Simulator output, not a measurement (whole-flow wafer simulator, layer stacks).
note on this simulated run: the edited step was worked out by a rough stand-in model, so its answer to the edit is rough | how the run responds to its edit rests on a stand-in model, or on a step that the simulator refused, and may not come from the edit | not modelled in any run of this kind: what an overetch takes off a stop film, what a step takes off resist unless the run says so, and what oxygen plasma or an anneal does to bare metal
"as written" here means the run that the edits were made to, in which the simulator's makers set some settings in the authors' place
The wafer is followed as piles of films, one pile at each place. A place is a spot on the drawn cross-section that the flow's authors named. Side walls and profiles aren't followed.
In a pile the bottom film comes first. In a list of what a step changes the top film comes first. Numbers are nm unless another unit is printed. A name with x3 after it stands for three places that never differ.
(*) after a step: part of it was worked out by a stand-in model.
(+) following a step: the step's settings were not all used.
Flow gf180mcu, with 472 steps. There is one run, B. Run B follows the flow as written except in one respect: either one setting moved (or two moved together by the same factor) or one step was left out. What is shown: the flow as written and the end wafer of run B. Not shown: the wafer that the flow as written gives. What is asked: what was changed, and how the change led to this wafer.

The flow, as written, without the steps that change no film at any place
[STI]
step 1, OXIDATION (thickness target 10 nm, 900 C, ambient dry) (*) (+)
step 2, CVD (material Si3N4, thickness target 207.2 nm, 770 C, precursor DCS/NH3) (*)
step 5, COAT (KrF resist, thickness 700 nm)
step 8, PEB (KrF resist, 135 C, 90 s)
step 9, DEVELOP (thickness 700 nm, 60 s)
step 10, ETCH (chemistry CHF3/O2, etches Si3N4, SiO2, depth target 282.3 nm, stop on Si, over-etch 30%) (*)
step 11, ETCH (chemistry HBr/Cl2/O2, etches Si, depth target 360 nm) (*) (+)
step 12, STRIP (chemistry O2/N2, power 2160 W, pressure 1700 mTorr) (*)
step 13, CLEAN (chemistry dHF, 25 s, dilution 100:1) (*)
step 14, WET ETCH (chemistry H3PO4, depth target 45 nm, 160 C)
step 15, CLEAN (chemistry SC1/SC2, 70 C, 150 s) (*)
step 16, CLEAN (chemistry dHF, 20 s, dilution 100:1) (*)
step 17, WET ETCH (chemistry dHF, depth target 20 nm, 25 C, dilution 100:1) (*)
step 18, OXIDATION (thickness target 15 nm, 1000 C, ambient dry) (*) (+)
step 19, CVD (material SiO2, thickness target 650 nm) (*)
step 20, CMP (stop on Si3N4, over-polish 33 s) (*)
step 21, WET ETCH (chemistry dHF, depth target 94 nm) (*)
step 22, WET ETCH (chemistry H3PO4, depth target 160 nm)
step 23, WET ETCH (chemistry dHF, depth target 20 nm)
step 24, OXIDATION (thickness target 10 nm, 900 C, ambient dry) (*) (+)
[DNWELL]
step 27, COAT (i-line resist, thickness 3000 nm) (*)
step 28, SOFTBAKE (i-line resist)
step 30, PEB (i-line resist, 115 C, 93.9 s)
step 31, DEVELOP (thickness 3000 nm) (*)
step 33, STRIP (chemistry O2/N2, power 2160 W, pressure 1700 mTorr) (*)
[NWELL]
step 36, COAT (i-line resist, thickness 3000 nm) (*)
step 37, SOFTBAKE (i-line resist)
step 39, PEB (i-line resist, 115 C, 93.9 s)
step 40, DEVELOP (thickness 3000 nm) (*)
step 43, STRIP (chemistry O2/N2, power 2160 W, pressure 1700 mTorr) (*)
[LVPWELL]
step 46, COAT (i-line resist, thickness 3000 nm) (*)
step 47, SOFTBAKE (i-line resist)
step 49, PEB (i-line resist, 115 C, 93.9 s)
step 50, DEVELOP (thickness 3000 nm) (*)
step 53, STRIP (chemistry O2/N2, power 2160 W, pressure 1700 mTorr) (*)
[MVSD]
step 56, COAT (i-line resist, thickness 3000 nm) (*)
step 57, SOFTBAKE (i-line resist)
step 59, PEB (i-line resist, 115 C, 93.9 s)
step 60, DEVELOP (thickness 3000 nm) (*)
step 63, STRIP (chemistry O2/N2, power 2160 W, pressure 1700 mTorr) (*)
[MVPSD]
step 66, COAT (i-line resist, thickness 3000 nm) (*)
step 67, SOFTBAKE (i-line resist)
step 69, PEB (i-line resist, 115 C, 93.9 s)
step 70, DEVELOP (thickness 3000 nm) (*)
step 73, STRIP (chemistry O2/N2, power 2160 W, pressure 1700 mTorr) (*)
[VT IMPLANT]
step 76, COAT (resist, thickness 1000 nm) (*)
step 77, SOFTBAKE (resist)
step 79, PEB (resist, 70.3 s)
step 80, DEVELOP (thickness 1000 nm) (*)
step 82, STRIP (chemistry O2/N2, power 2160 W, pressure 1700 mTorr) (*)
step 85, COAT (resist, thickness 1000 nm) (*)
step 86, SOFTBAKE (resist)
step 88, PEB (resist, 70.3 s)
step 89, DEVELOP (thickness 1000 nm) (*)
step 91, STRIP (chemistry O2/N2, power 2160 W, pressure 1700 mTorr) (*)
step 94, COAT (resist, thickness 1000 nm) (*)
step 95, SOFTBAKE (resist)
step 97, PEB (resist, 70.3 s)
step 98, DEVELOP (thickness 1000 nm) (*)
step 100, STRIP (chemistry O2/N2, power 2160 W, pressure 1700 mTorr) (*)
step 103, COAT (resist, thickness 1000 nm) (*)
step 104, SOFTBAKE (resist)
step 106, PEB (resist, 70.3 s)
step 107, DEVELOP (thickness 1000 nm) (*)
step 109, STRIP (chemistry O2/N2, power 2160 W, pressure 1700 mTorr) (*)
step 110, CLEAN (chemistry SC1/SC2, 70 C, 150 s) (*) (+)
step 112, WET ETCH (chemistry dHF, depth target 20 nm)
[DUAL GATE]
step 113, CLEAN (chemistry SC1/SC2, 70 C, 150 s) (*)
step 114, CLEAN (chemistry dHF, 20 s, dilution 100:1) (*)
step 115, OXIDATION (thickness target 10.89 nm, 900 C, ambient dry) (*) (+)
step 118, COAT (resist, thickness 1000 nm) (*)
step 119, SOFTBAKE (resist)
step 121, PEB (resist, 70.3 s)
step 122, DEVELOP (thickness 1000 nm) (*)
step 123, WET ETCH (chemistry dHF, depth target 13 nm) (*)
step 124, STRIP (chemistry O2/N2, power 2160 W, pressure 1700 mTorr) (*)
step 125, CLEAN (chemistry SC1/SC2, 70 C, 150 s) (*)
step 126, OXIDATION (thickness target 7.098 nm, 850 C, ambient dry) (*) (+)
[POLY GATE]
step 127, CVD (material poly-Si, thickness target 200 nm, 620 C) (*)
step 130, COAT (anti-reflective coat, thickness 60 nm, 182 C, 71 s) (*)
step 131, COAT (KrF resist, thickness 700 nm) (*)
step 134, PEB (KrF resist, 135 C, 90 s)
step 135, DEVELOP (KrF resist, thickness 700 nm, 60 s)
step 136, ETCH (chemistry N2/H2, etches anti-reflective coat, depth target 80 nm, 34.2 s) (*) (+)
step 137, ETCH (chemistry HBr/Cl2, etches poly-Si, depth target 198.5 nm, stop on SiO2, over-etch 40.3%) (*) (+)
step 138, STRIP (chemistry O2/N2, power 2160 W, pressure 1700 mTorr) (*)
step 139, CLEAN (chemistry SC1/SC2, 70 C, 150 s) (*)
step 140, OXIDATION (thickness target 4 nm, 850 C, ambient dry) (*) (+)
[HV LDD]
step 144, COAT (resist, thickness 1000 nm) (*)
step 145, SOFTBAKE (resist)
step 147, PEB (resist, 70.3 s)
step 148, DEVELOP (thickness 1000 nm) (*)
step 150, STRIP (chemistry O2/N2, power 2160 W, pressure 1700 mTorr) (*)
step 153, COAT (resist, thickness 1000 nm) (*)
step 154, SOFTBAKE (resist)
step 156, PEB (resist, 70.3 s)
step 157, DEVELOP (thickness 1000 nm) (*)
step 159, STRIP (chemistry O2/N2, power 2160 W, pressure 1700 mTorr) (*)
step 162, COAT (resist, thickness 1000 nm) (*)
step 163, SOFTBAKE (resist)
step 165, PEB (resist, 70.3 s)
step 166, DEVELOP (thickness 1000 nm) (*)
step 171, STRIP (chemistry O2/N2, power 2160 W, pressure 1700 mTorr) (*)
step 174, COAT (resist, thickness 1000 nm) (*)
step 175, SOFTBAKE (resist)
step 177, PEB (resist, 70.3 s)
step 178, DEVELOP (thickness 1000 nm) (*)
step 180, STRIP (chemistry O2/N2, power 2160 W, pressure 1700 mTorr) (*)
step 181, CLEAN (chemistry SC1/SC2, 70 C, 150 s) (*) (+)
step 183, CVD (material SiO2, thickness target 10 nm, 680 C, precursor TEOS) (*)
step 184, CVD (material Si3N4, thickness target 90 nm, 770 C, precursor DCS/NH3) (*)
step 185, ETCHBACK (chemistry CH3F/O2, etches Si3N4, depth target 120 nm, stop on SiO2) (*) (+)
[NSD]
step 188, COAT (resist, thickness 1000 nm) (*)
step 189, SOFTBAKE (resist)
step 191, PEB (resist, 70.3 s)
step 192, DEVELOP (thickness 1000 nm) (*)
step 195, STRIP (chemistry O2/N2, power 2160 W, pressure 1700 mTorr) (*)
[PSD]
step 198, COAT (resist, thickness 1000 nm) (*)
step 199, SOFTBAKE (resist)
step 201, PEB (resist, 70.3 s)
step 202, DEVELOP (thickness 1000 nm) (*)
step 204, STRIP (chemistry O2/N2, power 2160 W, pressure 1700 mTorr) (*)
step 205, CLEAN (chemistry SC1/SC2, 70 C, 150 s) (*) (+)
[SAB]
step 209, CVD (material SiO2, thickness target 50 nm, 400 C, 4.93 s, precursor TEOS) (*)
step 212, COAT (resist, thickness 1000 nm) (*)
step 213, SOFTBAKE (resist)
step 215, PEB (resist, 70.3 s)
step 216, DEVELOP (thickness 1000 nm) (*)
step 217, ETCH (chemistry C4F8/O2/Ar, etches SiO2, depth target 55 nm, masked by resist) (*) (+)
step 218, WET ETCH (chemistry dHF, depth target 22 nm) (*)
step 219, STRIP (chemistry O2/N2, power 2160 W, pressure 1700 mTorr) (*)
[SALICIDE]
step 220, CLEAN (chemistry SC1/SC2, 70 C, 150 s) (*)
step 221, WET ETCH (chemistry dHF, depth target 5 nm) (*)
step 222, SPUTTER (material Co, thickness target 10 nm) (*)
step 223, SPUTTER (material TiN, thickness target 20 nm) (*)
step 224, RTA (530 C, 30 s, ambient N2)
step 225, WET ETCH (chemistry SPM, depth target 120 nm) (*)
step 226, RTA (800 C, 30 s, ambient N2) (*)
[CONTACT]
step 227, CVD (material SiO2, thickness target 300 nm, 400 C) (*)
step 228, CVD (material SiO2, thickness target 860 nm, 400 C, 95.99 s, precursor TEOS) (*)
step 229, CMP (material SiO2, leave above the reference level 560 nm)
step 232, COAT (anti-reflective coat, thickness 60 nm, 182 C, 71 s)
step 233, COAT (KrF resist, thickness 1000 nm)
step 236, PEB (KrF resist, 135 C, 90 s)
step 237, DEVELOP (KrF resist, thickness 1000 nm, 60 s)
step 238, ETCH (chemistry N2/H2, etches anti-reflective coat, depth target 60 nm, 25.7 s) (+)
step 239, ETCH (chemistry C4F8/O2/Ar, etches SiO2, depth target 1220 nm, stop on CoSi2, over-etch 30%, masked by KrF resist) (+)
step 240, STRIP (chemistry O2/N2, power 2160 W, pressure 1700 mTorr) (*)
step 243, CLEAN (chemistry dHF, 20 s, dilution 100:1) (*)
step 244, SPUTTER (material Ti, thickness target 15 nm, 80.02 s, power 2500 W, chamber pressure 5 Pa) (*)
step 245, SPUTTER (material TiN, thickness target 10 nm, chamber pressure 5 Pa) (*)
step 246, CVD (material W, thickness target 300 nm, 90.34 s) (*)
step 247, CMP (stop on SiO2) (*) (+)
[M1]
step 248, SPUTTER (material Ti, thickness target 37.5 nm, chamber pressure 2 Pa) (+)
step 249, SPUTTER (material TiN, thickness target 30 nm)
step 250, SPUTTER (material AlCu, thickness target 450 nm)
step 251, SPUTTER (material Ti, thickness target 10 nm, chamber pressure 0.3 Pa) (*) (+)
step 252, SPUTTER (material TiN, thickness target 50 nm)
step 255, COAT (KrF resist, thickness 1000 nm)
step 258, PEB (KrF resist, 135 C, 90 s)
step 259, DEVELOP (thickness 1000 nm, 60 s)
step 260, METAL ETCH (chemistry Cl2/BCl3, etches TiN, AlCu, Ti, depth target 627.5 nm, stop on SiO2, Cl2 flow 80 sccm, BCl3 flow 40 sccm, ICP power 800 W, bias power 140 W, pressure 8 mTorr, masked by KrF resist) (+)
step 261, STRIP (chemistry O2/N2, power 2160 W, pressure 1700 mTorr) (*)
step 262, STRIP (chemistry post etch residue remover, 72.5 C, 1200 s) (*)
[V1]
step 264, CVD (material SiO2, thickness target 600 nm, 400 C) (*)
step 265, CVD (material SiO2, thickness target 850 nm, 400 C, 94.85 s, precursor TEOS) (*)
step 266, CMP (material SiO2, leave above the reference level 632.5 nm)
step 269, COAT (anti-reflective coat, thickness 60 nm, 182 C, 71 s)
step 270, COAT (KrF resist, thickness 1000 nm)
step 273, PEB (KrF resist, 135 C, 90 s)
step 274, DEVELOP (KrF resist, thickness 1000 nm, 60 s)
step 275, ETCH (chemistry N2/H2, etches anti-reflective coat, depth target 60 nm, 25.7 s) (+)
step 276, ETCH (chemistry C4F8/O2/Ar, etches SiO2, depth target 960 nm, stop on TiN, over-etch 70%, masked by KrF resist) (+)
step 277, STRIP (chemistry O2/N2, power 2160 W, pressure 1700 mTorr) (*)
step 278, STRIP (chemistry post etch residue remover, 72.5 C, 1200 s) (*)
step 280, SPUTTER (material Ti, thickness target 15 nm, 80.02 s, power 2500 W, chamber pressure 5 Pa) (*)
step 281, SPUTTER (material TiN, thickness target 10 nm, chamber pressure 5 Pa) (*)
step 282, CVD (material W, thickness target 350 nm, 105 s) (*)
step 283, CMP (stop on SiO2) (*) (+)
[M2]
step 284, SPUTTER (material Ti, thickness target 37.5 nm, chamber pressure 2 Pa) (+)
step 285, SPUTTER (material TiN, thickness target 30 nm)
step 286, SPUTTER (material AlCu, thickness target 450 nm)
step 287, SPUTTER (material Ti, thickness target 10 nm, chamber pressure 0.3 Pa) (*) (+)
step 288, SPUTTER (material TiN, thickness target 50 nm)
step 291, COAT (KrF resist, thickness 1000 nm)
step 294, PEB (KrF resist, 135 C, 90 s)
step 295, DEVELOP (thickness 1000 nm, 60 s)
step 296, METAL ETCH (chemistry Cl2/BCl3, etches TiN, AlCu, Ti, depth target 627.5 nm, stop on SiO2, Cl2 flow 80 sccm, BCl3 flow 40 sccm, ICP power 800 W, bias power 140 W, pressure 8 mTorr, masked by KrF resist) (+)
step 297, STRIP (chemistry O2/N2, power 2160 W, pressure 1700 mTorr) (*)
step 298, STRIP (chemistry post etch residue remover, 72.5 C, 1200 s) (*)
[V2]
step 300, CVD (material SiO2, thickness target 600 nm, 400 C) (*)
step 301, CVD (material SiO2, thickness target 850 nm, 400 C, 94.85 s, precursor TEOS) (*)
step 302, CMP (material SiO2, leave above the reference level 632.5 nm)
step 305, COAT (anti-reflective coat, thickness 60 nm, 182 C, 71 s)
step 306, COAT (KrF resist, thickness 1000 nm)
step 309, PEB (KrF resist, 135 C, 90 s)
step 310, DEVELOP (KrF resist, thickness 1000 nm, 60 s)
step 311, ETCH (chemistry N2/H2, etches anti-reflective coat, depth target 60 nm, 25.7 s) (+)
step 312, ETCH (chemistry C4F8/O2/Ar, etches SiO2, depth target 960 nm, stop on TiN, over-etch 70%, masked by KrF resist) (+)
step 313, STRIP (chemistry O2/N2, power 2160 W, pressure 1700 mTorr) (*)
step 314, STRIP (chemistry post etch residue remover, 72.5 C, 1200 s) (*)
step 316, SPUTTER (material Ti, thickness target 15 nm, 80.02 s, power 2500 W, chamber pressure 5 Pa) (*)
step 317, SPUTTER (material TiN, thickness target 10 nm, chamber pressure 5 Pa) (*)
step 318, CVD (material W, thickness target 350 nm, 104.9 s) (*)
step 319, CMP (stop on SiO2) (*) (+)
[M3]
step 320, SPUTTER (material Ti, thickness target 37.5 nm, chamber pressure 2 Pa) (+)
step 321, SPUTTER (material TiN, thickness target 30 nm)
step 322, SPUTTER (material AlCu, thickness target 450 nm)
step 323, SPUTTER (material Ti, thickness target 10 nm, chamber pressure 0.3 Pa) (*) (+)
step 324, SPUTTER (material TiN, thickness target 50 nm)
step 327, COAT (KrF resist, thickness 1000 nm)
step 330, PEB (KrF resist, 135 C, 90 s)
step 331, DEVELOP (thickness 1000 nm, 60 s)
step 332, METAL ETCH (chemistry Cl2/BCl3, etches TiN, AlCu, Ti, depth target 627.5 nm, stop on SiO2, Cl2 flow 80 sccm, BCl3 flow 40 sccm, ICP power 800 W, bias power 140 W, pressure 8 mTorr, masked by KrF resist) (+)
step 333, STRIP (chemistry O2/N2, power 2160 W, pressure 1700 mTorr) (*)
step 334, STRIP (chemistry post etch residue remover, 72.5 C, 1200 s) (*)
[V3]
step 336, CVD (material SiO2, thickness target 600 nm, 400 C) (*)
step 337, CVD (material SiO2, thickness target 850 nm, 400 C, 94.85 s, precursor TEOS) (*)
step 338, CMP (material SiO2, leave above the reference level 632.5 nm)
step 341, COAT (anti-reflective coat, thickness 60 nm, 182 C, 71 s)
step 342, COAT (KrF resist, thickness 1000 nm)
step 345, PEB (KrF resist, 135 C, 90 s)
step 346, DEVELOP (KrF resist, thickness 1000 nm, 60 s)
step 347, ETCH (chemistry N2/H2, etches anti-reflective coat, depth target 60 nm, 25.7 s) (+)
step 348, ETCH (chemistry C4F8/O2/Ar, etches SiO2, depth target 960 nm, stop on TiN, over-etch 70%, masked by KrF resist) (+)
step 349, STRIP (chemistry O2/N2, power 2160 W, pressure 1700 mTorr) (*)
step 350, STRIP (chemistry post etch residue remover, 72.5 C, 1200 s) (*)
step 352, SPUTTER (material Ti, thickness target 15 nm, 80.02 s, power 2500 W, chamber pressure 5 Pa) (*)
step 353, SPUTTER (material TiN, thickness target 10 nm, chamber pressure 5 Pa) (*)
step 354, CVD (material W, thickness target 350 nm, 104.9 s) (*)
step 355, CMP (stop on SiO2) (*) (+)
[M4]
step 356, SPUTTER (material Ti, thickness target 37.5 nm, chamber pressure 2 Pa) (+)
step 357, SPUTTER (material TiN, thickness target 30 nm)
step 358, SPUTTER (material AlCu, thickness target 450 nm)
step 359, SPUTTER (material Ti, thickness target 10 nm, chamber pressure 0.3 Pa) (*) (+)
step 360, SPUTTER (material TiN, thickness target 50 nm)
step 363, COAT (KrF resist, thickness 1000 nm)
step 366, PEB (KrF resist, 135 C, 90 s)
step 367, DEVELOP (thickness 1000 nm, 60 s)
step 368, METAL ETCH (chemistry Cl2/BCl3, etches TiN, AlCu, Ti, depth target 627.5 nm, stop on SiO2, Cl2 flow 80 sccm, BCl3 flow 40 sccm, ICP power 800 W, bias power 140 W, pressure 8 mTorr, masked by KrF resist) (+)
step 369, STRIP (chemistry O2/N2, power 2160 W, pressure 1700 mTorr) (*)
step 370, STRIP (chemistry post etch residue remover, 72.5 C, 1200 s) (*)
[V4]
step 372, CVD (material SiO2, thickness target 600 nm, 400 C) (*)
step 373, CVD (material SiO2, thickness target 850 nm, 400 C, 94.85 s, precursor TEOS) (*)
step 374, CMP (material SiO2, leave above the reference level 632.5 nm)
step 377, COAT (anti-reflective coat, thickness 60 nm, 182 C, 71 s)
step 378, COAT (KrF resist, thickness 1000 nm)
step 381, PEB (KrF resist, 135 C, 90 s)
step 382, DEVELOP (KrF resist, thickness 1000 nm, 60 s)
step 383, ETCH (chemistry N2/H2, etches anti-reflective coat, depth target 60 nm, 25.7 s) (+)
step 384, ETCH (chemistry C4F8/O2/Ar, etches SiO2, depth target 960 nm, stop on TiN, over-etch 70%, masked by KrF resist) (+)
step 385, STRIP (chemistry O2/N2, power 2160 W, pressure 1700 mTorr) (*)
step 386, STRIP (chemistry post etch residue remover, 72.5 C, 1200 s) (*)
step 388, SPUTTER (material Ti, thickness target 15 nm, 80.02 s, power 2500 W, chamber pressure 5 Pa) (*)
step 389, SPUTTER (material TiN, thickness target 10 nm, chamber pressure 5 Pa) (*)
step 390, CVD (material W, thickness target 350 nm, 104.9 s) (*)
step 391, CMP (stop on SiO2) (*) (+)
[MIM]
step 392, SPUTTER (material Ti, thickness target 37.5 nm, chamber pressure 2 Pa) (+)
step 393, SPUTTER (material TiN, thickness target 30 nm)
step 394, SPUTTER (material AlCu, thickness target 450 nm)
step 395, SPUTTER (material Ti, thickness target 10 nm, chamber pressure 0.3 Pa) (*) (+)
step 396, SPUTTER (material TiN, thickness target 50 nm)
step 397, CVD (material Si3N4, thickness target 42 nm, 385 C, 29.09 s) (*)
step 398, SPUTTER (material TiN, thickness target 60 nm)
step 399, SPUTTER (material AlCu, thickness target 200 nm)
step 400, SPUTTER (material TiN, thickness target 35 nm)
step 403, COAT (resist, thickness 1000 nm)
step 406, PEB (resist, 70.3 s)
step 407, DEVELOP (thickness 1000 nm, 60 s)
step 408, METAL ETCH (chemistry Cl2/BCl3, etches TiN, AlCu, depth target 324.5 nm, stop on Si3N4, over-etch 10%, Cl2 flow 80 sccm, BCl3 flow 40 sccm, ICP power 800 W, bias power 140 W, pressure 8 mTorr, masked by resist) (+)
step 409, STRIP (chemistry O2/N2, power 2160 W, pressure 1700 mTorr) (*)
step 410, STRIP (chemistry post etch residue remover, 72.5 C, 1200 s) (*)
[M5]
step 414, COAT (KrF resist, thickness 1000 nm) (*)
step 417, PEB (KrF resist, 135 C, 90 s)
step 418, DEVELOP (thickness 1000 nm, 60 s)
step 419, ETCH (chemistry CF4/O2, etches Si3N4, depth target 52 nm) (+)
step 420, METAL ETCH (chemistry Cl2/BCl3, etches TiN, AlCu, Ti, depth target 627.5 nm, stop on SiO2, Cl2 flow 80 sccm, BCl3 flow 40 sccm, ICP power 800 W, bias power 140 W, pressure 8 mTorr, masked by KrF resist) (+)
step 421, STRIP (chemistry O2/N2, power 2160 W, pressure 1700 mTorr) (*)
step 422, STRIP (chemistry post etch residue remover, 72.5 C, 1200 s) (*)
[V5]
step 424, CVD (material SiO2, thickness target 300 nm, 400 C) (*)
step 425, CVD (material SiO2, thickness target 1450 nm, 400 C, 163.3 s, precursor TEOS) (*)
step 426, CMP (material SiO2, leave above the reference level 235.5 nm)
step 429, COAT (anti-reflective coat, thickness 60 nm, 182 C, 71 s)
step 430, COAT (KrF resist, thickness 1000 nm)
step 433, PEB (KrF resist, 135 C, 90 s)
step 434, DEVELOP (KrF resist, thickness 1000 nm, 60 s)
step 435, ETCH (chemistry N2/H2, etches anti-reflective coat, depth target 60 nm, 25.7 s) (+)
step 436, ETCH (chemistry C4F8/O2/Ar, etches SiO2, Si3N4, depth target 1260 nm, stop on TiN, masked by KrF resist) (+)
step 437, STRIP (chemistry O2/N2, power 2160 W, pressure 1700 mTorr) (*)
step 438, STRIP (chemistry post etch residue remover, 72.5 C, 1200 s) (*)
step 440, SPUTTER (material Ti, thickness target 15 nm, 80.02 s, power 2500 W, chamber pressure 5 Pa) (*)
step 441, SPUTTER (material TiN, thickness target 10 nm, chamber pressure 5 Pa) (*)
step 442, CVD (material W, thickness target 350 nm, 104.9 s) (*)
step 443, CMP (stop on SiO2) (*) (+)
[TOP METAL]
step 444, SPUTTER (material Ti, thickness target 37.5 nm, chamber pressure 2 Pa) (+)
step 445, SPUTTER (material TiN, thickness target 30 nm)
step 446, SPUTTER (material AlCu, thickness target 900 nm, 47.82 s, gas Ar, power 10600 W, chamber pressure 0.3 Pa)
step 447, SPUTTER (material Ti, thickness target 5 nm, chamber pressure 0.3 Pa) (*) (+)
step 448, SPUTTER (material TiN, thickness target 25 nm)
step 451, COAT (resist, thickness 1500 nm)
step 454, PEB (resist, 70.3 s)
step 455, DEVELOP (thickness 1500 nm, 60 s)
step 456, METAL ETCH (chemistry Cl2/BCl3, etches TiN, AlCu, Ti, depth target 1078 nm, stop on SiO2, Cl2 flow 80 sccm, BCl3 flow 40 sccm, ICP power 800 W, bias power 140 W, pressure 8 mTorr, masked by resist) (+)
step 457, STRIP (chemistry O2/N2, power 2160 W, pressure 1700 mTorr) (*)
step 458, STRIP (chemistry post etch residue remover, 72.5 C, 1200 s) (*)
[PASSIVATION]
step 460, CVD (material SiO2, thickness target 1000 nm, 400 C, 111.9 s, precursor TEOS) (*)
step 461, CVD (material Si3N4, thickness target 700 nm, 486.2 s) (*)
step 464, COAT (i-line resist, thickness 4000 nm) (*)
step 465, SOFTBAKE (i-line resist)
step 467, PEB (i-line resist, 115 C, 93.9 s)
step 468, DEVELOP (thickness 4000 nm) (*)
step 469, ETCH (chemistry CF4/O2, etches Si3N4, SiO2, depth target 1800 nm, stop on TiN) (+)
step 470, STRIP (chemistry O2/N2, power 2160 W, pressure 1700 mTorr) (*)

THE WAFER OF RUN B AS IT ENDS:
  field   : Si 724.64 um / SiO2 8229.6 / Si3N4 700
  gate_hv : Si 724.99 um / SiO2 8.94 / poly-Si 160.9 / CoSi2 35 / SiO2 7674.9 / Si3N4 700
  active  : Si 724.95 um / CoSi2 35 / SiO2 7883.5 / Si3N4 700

The reason: step 115, OXIDATION: thickness target 4.627 nm was run, though the flow has thickness target 10.89 nm.

How this came from the change, step by step:
  step 115, OXIDATION (thickness target 10.89 nm, 900 C, ambient dry) (*) (+)
      active, n_well, p_well and 40 more: +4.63 SiO2 (new film), -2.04 Si (in the flow as written it would be: +10.9 SiO2 (new film), -4.79 Si)
      sti, mim_1p0, pad and 21 more: +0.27 SiO2, -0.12 Si (in the flow as written it would be: +1.22 SiO2, -0.54 Si)
      (and at 25 other places as well)
  step 123, WET ETCH (chemistry dHF, depth target 13 nm) (*)
      active, n_well, p_well and 12 more: -4.63 SiO2 (all of it) (in the flow as written it would be: -10.9 SiO2 (all of it))
  step 126, OXIDATION (thickness target 7.098 nm, 850 C, ambient dry) (*) (+)
      gate_hv, active_hv, active_nat and 25 more: +4.65 SiO2, -2.05 Si (in the flow as written it would be: +3.72 SiO2, -1.64 Si)
  step 130, COAT (anti-reflective coat, thickness 60 nm, 182 C, 71 s) (*)
      p_well, spacer, sd_n: +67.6 anti-reflective coat (new film) (in the flow as written it would be: +70.9 anti-reflective coat (new film))
      ldn_fp, ldp_fp: +47.3 anti-reflective coat (new film) (in the flow as written it would be: +48.5 anti-reflective coat (new film))
      (and at 23 other places as well)
  step 136, ETCH (chemistry N2/H2, etches anti-reflective coat, depth target 80 nm, 34.2 s) (*) (+)
      p_well, spacer, sd_n: -67.6 anti-reflective coat (all of it), -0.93 poly-Si (in the flow as written it would be: -70.9 anti-reflective coat (all of it), -0.85 poly-Si)
      ldn_dft, ldp_dft: -47.5 anti-reflective coat (all of it), -1.45 poly-Si (in the flow as written it would be: -48.7 anti-reflective coat (all of it), -1.42 poly-Si)
      (and at 16 other places as well)
  step 138, STRIP (chemistry O2/N2, power 2160 W, pressure 1700 mTorr) (*)
      gate: +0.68 chemical SiO2 (new film), -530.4 KrF resist (all of it), -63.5 anti-reflective coat (all of it), -0.3 poly-Si (in the flow as written it would be: +0.68 chemical SiO2 (new film), -531.7 KrF resist (all of it), -65.5 anti-reflective coat (all of it), -0.3 poly-Si)
      gate_p: +0.68 chemical SiO2 (new film), -529.5 KrF resist (all of it), -64.3 anti-reflective coat (all of it), -0.3 poly-Si (in the flow as written it would be: +0.68 chemical SiO2 (new film), -530.6 KrF resist (all of it), -65.9 anti-reflective coat (all of it), -0.3 poly-Si)
      (and at 5 other places as well)
  step 145, SOFTBAKE (resist)
      active_nat: +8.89 resist (in the flow as written it would be: +4.68 resist)
  step 154, SOFTBAKE (resist)
      active_nat: +8.89 resist (in the flow as written it would be: +4.68 resist)
  step 163, SOFTBAKE (resist)
      active_nat: +8.89 resist (in the flow as written it would be: +4.68 resist)
  step 175, SOFTBAKE (resist)
      active_nat: +8.89 resist (in the flow as written it would be: +4.68 resist)
  step 189, SOFTBAKE (resist)
      active_hv: -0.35 resist (in the flow as written it would be: +2.68 resist)
  step 199, SOFTBAKE (resist)
      active_hv: -0.35 resist (in the flow as written it would be: +2.68 resist)
  step 218, WET ETCH (chemistry dHF, depth target 22 nm) (*)
      ldn_tap, ldn_src, ldn_drn, ldp_tap, ldp_src, ldp_drn, ldp_gr: -10.8 SiO2 (all of it) (in the flow as written it would be: -16 SiO2 (all of it))
      ld_drn_n, ld_sd_p: -9.62 SiO2 (all of it) (in the flow as written it would be: -14.8 SiO2 (all of it))
      (and at 5 other places as well)
  step 223, SPUTTER (material TiN, thickness target 20 nm) (*)
      field__w12: +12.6 TiN (new film) (in the flow as written it would be: +12 TiN (new film))
  step 225, WET ETCH (chemistry SPM, depth target 120 nm) (*)
      field__w12: -12.6 TiN (all of it), -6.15 Co (all of it) (in the flow as written it would be: -12 TiN (all of it), -6.15 Co (all of it))
